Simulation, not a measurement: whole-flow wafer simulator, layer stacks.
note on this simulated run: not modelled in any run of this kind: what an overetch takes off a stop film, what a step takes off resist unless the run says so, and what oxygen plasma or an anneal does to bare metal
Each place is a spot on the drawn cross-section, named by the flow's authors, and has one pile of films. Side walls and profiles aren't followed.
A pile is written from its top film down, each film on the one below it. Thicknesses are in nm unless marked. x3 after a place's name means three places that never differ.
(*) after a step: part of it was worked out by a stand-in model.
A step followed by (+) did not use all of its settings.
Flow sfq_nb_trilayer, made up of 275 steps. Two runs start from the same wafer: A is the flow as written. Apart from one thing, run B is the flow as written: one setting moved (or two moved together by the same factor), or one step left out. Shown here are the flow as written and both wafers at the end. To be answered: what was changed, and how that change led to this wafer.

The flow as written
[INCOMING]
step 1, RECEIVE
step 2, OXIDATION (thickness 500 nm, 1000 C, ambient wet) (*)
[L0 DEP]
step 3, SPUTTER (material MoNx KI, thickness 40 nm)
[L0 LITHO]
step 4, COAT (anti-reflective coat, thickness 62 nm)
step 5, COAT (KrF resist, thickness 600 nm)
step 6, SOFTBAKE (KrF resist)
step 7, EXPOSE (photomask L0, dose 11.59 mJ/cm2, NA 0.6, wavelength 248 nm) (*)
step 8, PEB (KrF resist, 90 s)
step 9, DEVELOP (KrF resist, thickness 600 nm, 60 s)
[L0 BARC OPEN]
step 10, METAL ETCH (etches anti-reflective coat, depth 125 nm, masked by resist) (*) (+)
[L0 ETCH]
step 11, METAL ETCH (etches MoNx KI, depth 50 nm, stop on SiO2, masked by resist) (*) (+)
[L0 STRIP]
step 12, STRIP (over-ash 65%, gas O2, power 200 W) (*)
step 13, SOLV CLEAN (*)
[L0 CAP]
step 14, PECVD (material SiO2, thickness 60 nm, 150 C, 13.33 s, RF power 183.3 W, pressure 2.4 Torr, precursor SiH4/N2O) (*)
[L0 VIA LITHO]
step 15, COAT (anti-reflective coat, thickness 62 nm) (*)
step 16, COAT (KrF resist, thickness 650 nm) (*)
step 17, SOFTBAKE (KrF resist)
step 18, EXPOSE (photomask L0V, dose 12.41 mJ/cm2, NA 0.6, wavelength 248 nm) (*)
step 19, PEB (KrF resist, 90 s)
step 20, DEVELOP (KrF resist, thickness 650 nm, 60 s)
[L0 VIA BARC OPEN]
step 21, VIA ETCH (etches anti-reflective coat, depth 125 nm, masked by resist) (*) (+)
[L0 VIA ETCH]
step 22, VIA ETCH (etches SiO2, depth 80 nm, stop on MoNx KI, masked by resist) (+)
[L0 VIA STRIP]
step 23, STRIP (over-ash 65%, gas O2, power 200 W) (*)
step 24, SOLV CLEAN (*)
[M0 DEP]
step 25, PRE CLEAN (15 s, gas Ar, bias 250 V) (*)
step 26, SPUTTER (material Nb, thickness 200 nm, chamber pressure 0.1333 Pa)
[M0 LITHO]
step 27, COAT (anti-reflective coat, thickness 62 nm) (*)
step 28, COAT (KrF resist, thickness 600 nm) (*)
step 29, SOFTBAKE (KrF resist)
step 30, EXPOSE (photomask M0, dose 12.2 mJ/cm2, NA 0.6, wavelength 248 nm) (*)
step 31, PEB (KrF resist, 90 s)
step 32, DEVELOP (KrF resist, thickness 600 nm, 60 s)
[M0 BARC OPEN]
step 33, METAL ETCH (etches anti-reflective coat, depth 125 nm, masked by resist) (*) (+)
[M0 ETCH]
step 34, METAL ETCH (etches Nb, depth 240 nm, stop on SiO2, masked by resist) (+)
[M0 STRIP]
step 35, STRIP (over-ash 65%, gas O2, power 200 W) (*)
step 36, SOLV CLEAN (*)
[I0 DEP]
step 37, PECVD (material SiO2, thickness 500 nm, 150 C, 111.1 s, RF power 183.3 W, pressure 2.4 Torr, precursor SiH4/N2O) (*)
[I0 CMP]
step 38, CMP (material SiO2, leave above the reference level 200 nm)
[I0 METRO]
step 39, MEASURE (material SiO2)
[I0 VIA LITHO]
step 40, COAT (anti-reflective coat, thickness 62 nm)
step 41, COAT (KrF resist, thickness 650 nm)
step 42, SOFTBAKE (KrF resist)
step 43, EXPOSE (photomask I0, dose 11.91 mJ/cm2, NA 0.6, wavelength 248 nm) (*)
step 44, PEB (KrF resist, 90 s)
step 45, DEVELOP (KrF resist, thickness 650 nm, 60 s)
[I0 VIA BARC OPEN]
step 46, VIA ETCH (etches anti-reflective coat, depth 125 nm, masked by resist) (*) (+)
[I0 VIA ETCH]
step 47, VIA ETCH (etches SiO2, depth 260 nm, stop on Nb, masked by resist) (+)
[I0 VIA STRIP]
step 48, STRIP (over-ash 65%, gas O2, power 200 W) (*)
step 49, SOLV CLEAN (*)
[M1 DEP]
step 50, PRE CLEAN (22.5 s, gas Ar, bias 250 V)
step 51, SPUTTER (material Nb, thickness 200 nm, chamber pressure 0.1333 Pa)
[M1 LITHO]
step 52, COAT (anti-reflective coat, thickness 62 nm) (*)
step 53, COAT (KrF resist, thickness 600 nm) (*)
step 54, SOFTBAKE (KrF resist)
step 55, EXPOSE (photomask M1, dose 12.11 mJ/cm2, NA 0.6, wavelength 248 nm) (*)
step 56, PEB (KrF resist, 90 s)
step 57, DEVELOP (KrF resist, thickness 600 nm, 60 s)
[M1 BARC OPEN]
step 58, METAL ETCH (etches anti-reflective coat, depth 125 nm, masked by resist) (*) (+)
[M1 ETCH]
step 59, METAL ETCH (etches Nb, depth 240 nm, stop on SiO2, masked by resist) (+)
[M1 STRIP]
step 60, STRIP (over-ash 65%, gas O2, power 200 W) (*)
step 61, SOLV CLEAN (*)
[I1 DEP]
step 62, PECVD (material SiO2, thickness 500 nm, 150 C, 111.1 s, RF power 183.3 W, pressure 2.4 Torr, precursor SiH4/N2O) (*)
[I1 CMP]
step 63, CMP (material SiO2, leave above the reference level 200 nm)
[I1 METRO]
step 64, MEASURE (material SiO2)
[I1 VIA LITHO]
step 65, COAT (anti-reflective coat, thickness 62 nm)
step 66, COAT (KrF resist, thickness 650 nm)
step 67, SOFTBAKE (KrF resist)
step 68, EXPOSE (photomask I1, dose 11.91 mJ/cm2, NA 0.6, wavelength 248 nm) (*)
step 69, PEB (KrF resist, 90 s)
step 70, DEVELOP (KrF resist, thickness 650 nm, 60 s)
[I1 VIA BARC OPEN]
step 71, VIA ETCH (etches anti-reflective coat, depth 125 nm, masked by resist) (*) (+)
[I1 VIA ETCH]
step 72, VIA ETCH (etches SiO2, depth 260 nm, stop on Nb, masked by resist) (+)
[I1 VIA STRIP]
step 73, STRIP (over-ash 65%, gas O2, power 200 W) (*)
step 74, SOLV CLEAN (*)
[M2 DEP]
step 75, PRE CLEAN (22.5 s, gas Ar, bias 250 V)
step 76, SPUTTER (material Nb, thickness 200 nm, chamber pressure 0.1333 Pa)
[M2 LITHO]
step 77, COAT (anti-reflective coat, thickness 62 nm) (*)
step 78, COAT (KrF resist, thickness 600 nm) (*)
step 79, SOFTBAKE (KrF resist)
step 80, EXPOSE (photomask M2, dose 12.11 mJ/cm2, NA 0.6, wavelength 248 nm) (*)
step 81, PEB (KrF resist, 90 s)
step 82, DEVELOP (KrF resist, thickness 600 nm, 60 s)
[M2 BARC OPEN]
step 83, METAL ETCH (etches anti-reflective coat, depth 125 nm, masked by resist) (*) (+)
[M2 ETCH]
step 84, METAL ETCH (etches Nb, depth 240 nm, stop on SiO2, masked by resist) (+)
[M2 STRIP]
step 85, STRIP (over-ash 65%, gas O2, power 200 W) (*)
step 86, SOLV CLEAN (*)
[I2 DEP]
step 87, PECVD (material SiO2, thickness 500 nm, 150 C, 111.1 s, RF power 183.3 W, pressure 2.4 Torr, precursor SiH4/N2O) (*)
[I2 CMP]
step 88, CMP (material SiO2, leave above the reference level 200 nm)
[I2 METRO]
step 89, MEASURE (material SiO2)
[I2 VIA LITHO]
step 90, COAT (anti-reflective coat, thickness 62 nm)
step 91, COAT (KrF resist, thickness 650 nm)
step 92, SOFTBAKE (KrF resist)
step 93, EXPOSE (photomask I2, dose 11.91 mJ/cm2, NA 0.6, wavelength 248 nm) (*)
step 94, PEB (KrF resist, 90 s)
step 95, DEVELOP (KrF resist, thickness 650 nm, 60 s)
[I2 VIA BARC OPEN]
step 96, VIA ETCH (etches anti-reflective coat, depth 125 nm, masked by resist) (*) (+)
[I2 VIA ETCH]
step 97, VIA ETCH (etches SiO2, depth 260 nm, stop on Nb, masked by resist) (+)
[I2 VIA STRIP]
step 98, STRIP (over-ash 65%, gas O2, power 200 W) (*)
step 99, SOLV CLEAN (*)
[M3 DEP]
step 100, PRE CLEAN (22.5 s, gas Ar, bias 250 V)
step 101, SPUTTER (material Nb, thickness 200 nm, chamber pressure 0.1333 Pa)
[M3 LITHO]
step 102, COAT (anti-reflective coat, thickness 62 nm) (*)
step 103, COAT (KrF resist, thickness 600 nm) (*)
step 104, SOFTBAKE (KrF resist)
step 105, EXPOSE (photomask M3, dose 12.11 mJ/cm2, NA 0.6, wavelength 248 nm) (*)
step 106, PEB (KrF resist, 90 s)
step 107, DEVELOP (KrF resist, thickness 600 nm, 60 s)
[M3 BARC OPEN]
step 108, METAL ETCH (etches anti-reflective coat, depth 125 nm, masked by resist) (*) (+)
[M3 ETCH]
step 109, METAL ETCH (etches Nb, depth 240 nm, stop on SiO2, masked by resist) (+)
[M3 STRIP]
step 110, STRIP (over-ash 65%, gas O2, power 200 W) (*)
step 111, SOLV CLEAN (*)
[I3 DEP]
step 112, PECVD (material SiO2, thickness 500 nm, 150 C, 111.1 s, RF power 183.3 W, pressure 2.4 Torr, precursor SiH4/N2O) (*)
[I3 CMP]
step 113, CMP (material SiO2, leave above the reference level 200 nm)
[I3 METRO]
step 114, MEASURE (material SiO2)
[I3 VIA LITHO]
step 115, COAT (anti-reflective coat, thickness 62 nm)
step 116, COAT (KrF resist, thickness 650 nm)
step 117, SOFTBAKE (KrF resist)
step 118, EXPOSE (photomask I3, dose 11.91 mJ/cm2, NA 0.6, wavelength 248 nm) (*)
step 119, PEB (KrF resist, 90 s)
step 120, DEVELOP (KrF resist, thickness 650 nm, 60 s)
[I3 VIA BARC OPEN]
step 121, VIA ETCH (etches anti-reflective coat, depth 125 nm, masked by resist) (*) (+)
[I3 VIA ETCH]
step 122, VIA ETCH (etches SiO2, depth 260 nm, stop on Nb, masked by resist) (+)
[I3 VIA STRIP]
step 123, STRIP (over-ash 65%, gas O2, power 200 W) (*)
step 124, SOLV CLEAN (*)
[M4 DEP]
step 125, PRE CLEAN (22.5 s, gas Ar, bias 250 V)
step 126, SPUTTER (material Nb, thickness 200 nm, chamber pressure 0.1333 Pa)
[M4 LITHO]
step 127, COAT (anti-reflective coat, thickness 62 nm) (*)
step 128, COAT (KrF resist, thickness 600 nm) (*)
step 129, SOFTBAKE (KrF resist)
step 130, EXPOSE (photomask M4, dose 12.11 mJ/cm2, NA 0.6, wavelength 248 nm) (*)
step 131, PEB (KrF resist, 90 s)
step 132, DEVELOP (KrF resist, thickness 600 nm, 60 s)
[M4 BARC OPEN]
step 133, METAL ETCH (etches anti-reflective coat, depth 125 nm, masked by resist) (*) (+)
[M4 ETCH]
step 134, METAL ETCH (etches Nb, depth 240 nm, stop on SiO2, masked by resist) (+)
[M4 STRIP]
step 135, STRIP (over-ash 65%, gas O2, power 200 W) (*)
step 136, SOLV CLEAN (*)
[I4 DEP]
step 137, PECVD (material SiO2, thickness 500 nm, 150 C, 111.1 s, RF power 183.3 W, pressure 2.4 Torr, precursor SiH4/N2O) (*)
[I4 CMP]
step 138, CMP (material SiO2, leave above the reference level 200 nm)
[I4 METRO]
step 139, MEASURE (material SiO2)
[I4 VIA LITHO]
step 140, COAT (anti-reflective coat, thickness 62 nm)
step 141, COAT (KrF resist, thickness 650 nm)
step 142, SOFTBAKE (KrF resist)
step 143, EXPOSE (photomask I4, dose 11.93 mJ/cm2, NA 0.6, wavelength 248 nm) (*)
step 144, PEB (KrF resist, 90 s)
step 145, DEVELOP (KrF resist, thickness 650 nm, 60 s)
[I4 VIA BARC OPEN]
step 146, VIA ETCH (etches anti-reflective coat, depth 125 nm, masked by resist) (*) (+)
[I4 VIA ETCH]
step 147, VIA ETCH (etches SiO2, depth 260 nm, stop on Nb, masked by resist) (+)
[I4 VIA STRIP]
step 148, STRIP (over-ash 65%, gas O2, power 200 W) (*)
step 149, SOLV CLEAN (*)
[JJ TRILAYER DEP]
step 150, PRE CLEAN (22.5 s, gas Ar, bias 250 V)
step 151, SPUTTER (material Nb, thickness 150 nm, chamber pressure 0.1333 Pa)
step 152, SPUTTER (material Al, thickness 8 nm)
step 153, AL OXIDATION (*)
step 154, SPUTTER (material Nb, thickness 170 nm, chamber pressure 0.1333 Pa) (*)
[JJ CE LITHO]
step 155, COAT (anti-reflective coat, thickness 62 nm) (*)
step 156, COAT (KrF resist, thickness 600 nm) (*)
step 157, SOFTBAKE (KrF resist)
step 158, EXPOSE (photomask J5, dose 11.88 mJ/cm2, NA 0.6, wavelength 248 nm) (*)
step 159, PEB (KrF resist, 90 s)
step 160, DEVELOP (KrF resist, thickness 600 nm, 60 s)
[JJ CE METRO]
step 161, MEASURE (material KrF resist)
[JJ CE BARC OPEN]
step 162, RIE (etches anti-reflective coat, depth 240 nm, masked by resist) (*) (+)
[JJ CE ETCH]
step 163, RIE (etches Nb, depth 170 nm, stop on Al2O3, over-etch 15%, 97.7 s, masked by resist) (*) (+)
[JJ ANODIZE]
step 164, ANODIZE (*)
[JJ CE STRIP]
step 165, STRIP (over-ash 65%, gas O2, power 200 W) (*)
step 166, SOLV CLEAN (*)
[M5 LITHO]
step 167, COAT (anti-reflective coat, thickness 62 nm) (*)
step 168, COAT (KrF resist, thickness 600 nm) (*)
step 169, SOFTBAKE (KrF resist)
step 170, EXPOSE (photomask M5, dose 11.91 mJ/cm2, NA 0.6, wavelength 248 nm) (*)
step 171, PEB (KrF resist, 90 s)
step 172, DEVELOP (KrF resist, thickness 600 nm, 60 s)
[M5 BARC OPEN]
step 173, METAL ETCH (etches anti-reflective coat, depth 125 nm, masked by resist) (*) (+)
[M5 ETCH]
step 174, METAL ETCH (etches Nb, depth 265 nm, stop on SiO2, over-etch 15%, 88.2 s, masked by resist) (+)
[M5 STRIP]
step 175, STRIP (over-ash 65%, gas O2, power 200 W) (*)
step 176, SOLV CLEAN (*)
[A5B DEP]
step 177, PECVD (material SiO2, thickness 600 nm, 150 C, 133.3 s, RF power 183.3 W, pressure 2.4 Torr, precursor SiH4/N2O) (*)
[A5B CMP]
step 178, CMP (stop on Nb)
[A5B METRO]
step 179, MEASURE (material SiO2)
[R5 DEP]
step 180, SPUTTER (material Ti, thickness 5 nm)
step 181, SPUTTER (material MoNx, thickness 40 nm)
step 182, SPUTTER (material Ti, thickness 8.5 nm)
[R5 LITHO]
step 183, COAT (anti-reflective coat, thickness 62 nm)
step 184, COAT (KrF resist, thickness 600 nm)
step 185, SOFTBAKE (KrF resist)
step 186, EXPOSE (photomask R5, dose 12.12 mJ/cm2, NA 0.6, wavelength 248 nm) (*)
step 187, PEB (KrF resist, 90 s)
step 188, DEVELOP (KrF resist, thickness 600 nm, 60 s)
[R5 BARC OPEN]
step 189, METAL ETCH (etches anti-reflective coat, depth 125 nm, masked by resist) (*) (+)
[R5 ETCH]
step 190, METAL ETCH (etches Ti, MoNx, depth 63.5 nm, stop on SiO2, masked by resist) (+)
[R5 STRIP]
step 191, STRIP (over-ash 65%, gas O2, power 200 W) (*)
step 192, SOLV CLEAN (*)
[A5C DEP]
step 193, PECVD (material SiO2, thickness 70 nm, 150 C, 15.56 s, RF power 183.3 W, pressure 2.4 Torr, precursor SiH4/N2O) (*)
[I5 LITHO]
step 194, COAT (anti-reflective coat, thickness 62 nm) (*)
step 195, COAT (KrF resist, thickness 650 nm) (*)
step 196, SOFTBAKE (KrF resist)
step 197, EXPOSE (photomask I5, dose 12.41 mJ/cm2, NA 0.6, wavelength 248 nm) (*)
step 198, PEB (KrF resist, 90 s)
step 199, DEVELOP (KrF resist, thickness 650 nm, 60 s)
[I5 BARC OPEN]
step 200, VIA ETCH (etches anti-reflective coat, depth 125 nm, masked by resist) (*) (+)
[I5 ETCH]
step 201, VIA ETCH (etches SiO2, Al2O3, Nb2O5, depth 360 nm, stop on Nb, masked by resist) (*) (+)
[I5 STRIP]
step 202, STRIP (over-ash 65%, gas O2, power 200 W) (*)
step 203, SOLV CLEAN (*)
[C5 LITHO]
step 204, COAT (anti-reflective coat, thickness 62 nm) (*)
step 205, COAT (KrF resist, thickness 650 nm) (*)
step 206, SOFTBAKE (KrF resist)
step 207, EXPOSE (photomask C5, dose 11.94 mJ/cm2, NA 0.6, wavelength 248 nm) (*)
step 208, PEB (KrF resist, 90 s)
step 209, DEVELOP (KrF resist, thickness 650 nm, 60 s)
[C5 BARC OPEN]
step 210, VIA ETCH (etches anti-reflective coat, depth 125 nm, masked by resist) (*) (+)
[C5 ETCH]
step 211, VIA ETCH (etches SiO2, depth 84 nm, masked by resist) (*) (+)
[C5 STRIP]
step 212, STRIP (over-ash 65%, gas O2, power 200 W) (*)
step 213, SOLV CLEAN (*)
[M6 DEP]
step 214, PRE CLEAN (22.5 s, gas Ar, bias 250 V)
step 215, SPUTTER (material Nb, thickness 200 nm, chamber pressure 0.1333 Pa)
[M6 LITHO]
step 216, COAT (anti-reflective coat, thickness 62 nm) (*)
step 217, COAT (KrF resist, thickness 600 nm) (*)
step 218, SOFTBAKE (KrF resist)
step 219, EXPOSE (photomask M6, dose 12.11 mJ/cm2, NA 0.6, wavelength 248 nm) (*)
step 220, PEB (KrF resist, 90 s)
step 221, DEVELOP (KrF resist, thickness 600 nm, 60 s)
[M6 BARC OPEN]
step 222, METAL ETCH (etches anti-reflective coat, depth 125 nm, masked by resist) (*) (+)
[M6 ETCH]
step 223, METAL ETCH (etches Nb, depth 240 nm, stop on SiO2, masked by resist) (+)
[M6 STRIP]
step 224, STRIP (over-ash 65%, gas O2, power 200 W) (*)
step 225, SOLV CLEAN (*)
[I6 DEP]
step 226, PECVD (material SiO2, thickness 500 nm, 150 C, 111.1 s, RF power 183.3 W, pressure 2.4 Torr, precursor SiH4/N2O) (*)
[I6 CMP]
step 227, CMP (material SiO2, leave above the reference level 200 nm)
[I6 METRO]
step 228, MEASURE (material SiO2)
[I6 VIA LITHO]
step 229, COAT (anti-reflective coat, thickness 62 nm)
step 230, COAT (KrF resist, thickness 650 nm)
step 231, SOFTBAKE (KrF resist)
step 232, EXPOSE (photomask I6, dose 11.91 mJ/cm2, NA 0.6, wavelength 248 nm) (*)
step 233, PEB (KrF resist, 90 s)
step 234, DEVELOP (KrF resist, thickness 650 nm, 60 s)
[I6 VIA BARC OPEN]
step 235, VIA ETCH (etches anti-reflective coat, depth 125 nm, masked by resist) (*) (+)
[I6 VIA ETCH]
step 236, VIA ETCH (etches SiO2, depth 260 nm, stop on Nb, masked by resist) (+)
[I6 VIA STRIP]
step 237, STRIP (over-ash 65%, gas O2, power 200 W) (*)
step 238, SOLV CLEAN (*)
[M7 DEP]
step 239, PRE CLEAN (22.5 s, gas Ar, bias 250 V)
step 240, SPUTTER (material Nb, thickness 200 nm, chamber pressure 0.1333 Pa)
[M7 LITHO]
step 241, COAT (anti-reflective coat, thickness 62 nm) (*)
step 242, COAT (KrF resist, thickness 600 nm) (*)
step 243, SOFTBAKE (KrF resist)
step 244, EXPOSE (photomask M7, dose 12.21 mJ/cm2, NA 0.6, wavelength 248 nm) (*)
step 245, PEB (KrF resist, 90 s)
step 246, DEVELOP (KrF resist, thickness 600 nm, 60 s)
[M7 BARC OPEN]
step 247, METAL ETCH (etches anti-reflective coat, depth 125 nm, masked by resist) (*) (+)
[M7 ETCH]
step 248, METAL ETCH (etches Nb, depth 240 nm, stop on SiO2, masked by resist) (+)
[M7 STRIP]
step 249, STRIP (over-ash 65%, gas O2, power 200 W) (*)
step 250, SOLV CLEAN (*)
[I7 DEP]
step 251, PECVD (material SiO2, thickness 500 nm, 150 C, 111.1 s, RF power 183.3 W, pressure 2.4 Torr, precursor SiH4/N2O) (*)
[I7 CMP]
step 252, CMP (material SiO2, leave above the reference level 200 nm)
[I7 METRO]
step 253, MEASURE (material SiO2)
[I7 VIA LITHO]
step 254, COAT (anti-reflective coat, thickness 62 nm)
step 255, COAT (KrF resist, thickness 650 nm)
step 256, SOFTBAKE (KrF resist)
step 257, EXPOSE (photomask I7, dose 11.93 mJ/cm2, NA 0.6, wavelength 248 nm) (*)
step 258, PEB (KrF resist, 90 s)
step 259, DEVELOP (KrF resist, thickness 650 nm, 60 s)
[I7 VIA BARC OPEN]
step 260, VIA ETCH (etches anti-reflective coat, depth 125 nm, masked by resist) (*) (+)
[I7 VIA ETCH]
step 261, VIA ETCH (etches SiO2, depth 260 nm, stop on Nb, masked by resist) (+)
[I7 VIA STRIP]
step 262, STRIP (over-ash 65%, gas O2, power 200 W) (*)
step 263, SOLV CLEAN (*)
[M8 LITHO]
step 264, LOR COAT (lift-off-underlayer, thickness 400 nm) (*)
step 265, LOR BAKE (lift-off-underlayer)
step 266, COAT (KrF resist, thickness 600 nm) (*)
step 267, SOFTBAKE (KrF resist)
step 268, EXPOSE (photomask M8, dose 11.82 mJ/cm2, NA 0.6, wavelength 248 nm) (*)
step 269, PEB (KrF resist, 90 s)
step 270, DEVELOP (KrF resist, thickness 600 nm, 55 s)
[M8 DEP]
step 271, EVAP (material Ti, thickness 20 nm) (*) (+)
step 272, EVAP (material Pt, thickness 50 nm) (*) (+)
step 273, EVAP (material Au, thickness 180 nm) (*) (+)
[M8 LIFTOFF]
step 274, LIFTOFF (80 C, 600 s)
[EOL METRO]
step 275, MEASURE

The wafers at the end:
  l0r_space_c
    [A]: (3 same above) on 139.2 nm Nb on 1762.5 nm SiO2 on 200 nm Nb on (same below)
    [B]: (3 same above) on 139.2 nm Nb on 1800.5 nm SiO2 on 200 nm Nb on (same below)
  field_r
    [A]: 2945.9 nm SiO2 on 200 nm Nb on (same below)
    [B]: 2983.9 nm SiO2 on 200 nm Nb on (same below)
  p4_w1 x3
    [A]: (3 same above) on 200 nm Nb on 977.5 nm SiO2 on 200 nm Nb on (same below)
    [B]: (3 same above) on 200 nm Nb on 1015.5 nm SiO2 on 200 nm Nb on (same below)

What caused this: step 63, CMP: leave above the reference level 238 nm was run, though the flow has leave above the reference level 200 nm.

The path from the change to this, step by step:
  step 63, CMP (material SiO2, leave above the reference level 200 nm)
      field_l, be, be_sur and 72 more: A -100 SiO2 | B -62 SiO2
      v_sur, via_wl, via_wr and 20 more: A -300 SiO2 | B -262 SiO2
      (as well as at 8 more places)
  step 72, VIA ETCH (etches SiO2, depth 260 nm, stop on Nb, masked by resist) (+)
      via_v: A -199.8 SiO2 (all of it) | B -237.8 SiO2 (all of it)
  step 76, SPUTTER (material Nb, thickness 200 nm, chamber pressure 0.1333 Pa)
      via_v: A +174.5 Nb | B +167.4 Nb
  step 77, COAT (anti-reflective coat, thickness 62 nm) (*)
      via_v: A +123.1 anti-reflective coat (new film) | B +131.2 anti-reflective coat (new film)
      wire: A +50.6 anti-reflective coat (new film) | B +49.5 anti-reflective coat (new film)
  step 78, COAT (KrF resist, thickness 600 nm) (*)
      via_v: A +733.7 KrF resist (new film) | B +764.5 KrF resist (new film)
  step 85, STRIP (over-ash 65%, gas O2, power 200 W) (*)
      via_v: A -515.8 KrF resist (all of it), -123.1 anti-reflective coat (all of it) | B -546.5 KrF resist (all of it), -131.2 anti-reflective coat (all of it)
      wire: A -374.9 KrF resist (all of it), -50.6 anti-reflective coat (all of it) | B -372.2 KrF resist (all of it), -49.5 anti-reflective coat (all of it)
  step 87, PECVD (material SiO2, thickness 500 nm, 150 C, 111.1 s, RF power 183.3 W, pressure 2.4 Torr, precursor SiH4/N2O) (*)
      via_v: A +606 SiO2 (new film) | B +651.1 SiO2 (new film)
